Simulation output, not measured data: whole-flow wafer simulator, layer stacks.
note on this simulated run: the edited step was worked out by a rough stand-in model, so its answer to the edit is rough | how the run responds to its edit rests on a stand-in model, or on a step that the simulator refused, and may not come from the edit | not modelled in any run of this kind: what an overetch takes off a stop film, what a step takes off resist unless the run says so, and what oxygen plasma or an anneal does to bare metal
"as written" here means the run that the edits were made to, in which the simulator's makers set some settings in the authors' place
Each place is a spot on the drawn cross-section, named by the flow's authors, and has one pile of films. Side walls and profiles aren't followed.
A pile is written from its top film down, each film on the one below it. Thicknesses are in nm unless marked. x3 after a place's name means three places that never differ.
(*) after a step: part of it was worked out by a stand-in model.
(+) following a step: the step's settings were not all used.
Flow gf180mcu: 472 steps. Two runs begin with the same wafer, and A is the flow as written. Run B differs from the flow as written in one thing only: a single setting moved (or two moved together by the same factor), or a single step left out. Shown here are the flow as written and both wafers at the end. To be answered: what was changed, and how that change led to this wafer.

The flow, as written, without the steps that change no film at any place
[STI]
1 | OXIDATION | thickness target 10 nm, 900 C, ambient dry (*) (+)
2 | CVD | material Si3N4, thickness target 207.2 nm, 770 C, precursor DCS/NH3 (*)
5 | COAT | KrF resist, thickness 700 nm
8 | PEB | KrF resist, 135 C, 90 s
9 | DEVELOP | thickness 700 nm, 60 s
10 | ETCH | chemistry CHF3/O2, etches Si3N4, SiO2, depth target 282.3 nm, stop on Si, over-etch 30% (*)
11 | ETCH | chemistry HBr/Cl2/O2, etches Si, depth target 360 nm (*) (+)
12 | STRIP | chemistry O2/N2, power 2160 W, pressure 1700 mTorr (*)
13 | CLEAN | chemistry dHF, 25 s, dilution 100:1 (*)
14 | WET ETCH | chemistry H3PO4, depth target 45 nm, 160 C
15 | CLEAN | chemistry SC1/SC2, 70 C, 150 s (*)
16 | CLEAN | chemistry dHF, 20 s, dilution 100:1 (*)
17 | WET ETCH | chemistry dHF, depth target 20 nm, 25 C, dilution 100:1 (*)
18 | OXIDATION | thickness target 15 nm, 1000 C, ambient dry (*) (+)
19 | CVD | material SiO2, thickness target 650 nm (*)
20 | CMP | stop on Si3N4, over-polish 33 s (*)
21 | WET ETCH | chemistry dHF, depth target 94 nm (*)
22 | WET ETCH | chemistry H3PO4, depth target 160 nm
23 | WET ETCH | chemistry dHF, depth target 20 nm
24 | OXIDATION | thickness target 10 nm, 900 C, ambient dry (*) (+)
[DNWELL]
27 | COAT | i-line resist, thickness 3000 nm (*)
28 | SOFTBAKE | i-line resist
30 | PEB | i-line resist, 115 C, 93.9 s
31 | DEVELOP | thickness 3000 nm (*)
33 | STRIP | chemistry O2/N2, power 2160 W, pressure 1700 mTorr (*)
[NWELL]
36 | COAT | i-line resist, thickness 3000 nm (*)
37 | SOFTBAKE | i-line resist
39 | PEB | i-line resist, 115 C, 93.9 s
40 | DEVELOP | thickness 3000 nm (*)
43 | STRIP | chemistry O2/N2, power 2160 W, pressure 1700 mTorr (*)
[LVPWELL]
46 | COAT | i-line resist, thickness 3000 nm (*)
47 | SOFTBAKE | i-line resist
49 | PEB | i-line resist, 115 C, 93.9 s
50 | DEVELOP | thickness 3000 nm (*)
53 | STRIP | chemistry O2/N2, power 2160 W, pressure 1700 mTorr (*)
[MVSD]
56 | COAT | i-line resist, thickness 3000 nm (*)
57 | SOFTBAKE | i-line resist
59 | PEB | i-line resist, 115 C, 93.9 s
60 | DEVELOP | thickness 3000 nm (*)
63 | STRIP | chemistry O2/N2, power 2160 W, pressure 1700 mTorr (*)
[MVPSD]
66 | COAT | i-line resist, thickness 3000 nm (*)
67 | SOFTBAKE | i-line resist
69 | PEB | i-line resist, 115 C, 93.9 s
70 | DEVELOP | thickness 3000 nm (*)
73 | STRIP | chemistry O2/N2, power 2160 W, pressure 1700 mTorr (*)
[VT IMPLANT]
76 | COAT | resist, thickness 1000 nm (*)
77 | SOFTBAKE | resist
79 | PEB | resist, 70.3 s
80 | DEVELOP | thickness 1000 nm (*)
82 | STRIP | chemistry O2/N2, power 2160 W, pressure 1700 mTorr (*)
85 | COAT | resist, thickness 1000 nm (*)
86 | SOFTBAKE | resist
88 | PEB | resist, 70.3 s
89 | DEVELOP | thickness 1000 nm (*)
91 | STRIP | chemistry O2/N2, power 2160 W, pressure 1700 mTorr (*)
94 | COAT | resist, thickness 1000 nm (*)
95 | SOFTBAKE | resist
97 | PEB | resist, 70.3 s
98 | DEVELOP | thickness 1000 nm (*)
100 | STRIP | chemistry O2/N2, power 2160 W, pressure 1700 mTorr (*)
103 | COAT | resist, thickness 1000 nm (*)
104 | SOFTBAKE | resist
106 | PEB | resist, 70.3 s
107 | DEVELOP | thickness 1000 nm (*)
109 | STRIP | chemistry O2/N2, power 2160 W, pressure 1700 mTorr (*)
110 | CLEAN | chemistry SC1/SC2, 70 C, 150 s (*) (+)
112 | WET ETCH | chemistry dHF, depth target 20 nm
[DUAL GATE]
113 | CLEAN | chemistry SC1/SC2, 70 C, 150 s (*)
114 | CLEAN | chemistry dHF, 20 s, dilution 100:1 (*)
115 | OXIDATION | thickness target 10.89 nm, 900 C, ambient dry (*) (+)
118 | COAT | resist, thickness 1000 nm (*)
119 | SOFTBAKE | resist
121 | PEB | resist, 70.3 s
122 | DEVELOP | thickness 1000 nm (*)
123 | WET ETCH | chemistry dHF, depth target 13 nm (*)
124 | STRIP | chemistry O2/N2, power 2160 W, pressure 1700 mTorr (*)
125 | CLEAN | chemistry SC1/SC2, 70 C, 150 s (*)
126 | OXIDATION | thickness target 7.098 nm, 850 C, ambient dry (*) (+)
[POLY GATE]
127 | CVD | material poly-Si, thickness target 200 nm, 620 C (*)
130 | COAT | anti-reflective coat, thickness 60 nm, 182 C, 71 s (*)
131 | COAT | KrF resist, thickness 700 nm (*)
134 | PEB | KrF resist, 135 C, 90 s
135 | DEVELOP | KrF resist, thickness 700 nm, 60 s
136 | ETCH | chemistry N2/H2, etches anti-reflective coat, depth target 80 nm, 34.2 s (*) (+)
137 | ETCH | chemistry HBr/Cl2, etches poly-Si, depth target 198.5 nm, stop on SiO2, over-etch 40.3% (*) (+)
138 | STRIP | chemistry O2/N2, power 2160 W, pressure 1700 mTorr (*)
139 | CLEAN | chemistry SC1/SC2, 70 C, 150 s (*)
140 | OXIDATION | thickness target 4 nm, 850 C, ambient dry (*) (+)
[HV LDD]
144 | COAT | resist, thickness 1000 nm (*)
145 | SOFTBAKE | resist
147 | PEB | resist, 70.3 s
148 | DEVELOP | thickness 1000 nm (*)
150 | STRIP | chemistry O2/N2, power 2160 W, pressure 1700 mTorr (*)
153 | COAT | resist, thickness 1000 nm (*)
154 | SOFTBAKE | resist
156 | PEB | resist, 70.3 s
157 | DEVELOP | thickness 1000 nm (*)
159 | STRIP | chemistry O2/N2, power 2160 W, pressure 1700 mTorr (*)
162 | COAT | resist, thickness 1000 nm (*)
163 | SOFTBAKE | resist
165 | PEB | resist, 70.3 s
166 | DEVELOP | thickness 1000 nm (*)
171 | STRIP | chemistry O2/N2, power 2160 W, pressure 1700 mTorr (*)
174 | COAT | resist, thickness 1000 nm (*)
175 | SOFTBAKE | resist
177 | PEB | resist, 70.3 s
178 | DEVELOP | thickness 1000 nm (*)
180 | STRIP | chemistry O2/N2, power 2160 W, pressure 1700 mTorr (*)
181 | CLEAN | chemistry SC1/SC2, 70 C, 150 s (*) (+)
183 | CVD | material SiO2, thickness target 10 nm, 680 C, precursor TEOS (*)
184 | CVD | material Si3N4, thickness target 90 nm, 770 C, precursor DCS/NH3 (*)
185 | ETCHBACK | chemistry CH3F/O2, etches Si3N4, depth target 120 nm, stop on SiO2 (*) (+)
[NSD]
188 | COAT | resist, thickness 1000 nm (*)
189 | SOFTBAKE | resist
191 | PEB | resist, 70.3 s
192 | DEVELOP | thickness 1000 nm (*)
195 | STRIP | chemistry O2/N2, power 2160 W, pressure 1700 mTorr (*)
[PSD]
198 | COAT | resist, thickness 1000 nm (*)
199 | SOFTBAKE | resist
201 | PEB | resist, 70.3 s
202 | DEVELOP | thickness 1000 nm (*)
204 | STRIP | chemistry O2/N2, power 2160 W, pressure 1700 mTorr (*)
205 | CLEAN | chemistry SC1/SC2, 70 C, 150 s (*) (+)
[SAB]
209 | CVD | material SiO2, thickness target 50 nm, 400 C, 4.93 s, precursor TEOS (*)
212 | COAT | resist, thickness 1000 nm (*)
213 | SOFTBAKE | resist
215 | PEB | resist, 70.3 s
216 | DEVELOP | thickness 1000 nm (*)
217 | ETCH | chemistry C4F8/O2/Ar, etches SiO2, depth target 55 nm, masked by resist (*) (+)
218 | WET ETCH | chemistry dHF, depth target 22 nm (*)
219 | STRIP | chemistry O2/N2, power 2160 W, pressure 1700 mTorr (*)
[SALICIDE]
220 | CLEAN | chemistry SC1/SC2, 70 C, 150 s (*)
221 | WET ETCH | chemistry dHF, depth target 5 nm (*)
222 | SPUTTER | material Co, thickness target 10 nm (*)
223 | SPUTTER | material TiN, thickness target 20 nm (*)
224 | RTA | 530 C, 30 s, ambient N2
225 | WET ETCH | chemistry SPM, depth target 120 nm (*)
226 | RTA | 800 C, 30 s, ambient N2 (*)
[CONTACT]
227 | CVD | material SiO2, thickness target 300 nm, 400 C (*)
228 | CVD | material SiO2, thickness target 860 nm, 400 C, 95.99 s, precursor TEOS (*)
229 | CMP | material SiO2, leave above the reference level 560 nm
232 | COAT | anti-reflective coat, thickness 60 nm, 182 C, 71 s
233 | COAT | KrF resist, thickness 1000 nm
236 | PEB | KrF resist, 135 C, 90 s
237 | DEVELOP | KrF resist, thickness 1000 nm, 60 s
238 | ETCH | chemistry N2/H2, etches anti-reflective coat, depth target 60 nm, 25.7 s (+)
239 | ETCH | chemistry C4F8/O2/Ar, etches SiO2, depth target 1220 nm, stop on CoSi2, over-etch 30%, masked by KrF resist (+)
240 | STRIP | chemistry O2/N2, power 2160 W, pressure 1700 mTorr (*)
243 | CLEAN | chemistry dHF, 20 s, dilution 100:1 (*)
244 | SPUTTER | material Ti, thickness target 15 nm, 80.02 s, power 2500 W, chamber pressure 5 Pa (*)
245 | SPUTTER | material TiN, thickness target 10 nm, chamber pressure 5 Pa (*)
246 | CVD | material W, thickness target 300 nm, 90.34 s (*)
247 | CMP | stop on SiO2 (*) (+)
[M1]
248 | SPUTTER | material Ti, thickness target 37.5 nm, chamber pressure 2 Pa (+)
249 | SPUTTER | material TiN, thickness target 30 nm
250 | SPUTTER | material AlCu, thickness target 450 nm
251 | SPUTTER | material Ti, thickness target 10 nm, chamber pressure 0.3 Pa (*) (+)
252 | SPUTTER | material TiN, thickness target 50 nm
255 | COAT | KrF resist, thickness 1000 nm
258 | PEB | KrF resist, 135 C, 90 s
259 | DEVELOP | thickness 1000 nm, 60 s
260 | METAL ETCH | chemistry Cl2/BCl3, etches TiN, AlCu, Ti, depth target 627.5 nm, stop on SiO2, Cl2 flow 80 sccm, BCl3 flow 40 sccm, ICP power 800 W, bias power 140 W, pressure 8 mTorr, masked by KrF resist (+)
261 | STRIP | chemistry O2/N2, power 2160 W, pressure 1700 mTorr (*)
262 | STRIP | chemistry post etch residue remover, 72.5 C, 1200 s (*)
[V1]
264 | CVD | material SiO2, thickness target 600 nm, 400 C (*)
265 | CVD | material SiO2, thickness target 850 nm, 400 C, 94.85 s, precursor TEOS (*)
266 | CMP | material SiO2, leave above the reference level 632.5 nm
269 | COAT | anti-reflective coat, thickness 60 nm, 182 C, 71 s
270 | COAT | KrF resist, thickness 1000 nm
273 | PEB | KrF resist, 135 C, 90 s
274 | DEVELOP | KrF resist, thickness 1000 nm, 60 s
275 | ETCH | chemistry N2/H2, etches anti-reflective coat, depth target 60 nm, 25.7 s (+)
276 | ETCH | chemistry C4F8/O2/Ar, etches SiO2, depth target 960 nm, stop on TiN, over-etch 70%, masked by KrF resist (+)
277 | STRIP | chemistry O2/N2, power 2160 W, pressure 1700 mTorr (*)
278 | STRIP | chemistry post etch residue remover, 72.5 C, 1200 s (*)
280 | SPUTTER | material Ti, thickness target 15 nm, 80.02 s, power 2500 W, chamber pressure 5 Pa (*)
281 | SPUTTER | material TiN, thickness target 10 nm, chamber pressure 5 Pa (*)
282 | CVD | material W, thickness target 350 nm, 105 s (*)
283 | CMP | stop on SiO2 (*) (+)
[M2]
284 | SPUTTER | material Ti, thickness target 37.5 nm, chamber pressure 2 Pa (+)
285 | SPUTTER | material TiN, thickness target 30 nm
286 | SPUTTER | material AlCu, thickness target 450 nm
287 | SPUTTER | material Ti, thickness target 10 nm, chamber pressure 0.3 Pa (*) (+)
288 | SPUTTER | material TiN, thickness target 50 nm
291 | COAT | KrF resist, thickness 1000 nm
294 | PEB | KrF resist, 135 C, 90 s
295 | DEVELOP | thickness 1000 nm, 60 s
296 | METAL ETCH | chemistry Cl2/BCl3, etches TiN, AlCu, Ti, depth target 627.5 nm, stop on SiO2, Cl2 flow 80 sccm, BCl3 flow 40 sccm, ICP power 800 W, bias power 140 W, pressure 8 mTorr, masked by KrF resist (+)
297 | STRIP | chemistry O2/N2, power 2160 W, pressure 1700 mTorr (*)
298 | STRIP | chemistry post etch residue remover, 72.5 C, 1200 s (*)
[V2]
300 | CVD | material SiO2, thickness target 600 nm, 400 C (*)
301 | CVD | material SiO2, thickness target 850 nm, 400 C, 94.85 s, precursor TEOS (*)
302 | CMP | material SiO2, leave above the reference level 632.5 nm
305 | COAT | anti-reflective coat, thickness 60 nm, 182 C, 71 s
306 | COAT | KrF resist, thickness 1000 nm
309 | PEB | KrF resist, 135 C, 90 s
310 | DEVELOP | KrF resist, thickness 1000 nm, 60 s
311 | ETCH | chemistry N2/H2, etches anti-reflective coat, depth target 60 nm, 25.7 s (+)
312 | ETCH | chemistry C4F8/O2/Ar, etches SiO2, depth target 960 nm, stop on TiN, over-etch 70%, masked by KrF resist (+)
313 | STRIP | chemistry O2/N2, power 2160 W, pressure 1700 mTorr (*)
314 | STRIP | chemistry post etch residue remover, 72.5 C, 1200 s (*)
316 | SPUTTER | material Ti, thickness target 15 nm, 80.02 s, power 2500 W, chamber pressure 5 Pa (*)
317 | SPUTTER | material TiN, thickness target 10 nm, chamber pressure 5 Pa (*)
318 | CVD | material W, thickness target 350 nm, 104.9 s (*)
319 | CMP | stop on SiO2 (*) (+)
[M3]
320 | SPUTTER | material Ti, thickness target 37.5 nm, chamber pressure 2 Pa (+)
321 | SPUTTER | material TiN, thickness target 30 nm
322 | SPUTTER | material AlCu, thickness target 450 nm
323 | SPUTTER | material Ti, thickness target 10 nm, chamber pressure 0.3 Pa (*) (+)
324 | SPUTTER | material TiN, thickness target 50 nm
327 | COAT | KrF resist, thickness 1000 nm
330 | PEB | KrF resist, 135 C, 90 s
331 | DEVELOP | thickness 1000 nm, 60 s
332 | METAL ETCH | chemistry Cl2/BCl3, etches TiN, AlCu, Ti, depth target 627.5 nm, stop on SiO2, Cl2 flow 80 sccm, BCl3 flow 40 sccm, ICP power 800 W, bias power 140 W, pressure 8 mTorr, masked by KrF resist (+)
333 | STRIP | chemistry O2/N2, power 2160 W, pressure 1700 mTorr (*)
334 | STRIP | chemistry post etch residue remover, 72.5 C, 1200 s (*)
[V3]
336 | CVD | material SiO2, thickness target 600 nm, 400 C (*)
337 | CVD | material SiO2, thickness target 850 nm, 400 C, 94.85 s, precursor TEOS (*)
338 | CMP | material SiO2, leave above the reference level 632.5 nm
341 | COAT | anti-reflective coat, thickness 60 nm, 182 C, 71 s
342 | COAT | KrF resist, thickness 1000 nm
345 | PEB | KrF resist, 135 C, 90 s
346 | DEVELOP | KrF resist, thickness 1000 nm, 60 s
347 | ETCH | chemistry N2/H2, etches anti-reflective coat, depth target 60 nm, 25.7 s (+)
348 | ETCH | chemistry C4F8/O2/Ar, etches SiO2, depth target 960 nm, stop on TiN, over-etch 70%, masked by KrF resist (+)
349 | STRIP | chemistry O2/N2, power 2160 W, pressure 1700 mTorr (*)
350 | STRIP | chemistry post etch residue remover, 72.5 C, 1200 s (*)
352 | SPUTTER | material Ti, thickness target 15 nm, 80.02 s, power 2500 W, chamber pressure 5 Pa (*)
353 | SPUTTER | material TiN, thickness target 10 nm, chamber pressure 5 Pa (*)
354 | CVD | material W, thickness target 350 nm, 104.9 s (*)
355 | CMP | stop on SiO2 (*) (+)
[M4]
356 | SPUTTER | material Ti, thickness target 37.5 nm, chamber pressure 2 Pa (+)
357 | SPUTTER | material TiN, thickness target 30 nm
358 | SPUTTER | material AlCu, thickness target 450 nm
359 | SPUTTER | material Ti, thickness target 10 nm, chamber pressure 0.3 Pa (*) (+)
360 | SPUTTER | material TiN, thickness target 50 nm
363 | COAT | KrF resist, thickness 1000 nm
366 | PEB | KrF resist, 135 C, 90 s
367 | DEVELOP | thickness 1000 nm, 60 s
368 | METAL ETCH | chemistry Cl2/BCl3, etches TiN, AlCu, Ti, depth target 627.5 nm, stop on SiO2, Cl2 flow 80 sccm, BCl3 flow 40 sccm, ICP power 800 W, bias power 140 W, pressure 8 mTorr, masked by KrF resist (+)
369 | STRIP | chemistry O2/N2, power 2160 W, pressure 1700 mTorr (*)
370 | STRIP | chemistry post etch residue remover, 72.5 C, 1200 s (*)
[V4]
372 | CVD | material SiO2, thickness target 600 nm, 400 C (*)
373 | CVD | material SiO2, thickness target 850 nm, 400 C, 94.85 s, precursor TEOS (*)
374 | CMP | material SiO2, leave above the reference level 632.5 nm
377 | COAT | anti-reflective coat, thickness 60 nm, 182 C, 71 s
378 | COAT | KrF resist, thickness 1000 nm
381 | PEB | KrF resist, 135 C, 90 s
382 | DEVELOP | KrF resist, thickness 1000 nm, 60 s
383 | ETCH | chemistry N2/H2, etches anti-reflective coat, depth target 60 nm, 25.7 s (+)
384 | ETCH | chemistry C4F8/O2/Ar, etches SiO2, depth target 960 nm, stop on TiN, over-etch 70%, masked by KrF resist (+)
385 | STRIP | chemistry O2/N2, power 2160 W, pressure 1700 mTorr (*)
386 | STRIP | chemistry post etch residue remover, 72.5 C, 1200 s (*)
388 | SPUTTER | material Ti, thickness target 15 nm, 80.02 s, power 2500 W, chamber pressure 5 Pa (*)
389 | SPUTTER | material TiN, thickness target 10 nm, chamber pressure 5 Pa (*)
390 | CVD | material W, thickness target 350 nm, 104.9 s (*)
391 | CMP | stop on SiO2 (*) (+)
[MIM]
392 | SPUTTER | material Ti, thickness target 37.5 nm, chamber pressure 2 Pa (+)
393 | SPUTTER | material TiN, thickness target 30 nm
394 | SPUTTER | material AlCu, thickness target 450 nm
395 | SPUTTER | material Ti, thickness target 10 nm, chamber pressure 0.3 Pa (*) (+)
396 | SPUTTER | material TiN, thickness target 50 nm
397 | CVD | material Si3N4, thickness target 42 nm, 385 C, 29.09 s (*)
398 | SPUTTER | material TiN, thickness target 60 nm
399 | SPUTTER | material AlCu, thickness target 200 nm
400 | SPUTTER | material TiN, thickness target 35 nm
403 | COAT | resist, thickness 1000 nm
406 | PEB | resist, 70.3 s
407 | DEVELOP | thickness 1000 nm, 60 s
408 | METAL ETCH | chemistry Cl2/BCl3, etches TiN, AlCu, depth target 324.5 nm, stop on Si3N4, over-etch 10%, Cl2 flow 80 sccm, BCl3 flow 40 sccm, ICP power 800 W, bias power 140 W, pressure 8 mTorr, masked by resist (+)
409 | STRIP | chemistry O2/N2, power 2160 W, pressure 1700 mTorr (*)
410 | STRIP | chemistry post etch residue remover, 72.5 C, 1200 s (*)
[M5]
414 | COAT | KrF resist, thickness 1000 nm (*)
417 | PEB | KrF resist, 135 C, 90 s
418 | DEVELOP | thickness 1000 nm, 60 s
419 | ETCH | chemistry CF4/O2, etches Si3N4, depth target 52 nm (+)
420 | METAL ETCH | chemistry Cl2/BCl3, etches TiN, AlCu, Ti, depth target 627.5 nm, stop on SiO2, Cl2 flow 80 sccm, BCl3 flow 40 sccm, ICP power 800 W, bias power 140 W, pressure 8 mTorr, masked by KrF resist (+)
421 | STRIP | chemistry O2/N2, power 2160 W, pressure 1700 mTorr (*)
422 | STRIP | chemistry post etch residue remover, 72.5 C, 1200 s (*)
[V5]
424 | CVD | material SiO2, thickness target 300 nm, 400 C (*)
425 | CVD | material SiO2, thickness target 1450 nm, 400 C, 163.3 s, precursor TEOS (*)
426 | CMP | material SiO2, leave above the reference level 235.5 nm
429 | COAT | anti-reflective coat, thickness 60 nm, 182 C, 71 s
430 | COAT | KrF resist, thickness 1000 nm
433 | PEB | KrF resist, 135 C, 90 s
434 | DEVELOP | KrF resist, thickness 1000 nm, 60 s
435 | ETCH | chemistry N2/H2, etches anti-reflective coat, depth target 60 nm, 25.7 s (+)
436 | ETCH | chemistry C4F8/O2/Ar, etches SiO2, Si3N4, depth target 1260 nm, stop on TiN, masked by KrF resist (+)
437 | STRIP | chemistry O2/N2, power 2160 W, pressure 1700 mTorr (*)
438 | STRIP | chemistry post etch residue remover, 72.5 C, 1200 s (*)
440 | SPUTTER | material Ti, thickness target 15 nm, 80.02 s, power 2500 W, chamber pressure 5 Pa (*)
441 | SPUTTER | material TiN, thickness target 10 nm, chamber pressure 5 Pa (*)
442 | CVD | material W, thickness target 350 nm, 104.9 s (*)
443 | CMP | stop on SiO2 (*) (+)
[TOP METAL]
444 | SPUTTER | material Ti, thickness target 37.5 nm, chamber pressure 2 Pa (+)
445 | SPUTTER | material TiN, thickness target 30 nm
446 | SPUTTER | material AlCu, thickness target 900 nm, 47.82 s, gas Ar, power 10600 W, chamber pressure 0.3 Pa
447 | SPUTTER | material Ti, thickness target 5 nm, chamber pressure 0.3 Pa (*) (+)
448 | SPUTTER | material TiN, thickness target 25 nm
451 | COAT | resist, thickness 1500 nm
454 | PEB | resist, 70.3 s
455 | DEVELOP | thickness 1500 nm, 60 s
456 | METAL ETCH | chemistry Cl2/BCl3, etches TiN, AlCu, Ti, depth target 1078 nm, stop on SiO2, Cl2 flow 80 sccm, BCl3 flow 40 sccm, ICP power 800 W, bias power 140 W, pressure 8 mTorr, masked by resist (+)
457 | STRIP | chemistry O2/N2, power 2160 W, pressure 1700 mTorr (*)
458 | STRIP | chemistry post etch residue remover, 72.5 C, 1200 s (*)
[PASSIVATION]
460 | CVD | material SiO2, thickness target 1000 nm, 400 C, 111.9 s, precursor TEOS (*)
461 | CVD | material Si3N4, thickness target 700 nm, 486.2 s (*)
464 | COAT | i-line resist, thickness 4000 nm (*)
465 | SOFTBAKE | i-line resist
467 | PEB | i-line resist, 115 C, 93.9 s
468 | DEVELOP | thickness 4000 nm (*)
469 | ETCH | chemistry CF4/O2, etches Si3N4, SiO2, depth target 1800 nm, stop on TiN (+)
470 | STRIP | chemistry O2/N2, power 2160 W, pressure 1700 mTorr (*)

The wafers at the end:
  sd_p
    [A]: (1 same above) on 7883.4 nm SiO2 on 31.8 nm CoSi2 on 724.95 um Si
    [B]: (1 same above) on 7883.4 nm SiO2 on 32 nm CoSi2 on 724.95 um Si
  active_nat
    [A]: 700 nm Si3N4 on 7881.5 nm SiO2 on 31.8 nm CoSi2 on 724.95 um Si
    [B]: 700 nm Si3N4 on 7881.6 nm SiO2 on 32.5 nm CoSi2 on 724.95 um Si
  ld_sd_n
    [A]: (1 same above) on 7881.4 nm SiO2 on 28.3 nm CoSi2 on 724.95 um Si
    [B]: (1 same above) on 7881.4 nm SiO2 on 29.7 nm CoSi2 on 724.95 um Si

What caused this: step 185, ETCHBACK: depth target 162 nm was run, while the flow as written has depth target 120 nm.

How this came from the change, step by step:
  185 | ETCHBACK | chemistry CH3F/O2, etches Si3N4, depth target 120 nm, stop on SiO2 (*) (+)
      field, field__w1, field__w2 and 100 more: A Si3N4 loses 90 (all of it), SiO2 loses 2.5 | B Si3N4 loses 90 (all of it), SiO2 loses 6
  189 | SOFTBAKE | resist
      nw_enc_fld: A resist gains 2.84 | B resist gains 0.98
      nw_sep_fld: A resist gains 3.59 | B resist gains 0.43
  199 | SOFTBAKE | resist
      nw_enc_fld: A resist gains 4.22 | B resist gains 1.96
      nw_sep_fld: A resist gains 3.59 | B resist gains 0.43
  218 | WET ETCH | chemistry dHF, depth target 22 nm (*)
      gate, gate_hv, gate_p and 23 more: A SiO2 loses 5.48 (all of it) | B SiO2 loses 1.98 (all of it)
      active, p_well, sd_n, iso_ptap_pw, iso_ntap_nw, iso_ptap_sub, vpnp_e: A SiO2 loses 9.01 (all of it) | B SiO2 loses 5.51 (all of it)
      (also at 16 further places)
  222 | SPUTTER | material Co, thickness target 10 nm (*)
      field__w2: A Co gains 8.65 (new film) | B Co gains 9.17 (new film)
      field__w3: A Co gains 8.06 (new film) | B Co gains 8.66 (new film)
  223 | SPUTTER | material TiN, thickness target 20 nm (*)
      field__w2: A TiN gains 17 (new film) | B TiN gains 18.1 (new film)
      field__w3: A TiN gains 15.7 (new film) | B TiN gains 17 (new film)
      (also at 4 further places)
  224 | RTA | 530 C, 30 s, ambient N2
      ld_sd_n: A under 1 film: CoSi gains 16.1 (new film), Co loses 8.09 (all of it), Si loses 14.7 | B under 1 film: CoSi gains 16.9 (new film), Co loses 8.49 (all of it), Si loses 15.4
      ld_drn_n: A under 1 film: CoSi gains 17.9 (new film), Co loses 9.02 (all of it), Si loses 16.4 | B under 1 film: CoSi gains 18.5 (new film), Co loses 9.31 (all of it), Si loses 16.9
      (also at 1 further place)
  225 | WET ETCH | chemistry SPM, depth target 120 nm (*)
      field__w2: A TiN loses 17 (all of it), Co loses 8.65 (all of it) | B TiN loses 18.1 (all of it), Co loses 9.17 (all of it)
      field__w3: A TiN loses 15.7 (all of it), Co loses 8.06 (all of it) | B TiN loses 17 (all of it), Co loses 8.66 (all of it)
      (also at 4 further places)
  226 | RTA | 800 C, 30 s, ambient N2 (*)
      active_nat: A CoSi2 gains 31.8 (new film), CoSi loses 18.1 (all of it), Si loses 16.5 | B CoSi2 gains 32.5 (new film), CoSi loses 18.5 (all of it), Si loses 16.9
      ld_sd_n: A CoSi2 gains 28.3 (new film), CoSi loses 16.1 (all of it), Si loses 14.7 | B CoSi2 gains 29.7 (new film), CoSi loses 16.9 (all of it), Si loses 15.4
      (also at 3 further places)
  229 | CMP | material SiO2, leave above the reference level 560 nm
      mim: A SiO2 loses 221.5 | B SiO2 loses 217
